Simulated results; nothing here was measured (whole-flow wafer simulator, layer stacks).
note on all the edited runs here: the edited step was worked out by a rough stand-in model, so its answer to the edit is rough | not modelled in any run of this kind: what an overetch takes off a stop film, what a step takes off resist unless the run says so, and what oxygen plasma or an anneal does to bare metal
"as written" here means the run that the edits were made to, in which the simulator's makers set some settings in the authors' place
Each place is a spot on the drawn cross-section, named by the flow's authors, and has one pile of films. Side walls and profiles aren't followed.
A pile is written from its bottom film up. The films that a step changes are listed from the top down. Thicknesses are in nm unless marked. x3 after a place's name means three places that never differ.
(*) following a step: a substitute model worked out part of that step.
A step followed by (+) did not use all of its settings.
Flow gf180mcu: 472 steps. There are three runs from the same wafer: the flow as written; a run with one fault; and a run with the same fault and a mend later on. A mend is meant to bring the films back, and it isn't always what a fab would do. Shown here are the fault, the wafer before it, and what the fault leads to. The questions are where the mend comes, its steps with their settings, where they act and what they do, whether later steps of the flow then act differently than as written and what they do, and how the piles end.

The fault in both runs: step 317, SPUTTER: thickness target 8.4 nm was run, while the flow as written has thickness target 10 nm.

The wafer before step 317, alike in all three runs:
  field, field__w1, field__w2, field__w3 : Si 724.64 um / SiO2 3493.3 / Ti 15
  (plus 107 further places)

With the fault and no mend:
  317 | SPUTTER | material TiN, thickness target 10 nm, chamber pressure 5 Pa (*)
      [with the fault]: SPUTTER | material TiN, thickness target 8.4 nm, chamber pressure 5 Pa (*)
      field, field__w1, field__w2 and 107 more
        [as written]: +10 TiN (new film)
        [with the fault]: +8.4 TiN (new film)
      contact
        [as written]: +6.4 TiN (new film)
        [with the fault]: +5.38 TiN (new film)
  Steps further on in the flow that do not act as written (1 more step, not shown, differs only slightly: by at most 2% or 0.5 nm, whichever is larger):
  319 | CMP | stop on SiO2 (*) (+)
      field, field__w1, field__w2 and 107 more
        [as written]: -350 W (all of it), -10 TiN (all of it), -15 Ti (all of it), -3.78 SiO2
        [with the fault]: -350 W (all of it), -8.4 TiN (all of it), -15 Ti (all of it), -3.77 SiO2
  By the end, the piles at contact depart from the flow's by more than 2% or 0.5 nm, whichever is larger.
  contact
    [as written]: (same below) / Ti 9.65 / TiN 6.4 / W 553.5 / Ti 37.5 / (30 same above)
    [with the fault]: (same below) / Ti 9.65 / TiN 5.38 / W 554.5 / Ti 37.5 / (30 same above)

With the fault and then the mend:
  After step 317 comes the mend.
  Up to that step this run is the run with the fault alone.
  317a | SPUTTER | material TiN, thickness target 1.6 nm, chamber pressure 5 Pa (*) (the flow's step 317, run once more with other settings)
      field, field__w1, field__w2 and 107 more
        +1.6 TiN
      contact
        +1.02 TiN
  Later steps of the flow that are run all act as written at every place that is followed.
  At every place that both follow, the piles at the end match the flow's.
